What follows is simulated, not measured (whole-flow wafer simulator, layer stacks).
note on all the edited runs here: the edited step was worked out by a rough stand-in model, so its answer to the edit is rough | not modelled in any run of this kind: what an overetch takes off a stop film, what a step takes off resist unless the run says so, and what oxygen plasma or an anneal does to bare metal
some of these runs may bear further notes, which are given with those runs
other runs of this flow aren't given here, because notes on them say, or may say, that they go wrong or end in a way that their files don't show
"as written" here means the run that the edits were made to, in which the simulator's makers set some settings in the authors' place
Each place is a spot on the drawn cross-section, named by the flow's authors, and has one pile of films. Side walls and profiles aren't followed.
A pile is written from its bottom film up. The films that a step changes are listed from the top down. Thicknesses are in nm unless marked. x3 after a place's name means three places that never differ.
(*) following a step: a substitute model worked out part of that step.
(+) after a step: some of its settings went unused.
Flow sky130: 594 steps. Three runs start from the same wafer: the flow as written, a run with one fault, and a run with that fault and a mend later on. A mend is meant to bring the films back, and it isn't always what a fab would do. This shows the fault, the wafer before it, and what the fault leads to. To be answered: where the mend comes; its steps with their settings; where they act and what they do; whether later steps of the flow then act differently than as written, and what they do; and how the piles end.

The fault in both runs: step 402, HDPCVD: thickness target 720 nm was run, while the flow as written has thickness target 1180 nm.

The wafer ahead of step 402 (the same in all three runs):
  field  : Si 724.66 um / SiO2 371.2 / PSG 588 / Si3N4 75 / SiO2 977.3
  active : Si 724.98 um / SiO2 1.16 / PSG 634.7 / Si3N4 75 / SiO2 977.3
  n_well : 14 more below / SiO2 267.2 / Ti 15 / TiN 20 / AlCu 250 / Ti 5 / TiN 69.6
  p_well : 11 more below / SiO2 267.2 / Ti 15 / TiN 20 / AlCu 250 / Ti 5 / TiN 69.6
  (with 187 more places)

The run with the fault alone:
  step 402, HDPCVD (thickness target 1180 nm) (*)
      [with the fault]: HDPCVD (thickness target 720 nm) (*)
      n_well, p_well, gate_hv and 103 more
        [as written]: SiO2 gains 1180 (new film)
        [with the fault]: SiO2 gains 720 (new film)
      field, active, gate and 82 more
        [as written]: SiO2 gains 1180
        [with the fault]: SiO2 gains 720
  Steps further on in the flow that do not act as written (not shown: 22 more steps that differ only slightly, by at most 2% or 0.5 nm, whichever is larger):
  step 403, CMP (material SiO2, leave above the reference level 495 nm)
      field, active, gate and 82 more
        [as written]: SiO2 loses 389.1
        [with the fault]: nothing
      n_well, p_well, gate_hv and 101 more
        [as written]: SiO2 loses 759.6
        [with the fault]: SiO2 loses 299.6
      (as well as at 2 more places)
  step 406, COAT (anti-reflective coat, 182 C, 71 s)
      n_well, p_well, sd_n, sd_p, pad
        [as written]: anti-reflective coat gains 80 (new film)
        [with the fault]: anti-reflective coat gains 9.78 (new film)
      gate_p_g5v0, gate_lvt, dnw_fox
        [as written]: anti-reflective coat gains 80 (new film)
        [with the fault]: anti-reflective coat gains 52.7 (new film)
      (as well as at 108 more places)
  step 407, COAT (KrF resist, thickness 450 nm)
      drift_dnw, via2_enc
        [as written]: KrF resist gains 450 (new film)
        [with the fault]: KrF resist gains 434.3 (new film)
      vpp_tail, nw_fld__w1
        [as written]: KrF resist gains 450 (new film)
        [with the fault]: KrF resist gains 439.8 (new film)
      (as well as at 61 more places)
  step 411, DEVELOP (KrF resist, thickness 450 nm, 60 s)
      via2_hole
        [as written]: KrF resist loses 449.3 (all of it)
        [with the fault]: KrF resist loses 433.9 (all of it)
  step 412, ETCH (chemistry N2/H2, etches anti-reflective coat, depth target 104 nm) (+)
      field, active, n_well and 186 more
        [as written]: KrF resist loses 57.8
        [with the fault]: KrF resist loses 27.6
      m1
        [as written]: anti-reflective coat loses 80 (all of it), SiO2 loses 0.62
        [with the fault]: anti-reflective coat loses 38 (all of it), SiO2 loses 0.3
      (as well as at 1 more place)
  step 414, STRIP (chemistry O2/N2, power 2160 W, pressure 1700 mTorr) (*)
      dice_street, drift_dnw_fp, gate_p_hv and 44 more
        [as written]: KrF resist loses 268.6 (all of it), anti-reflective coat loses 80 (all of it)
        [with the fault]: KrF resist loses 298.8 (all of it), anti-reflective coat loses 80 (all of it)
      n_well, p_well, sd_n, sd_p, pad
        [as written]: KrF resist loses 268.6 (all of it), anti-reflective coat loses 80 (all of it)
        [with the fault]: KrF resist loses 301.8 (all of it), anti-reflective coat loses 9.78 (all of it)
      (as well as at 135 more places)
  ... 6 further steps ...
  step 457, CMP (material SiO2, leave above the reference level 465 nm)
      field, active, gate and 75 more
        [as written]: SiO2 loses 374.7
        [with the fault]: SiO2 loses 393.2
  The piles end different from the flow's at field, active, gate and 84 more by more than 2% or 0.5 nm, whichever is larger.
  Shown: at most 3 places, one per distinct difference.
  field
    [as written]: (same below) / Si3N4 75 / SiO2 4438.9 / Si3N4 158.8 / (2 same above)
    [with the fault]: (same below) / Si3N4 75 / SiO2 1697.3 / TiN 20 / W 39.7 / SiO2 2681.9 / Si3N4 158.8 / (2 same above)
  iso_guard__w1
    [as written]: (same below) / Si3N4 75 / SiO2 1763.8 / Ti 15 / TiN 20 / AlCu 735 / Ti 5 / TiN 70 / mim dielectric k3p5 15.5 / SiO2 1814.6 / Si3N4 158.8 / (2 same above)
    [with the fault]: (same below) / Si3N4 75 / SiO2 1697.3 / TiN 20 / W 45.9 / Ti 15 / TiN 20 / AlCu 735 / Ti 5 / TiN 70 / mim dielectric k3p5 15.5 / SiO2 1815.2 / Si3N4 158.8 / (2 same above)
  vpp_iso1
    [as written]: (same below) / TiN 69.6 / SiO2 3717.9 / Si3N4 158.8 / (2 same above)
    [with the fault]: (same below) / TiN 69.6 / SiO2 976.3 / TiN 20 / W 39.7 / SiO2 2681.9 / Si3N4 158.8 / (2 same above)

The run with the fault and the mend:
  The mend stands after step 402.
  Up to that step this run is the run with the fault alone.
  step 402a, HDPCVD (thickness target 460 nm) (*) (a further turn of the flow's step 402, with different settings)
      field, active, n_well and 188 more
        SiO2 gains 460
  Every later step of the flow that is run acts as written, at every place that is followed, to within 2% or 0.5 nm, whichever is larger.
  The piles end the same as the flow's at every place that both follow.
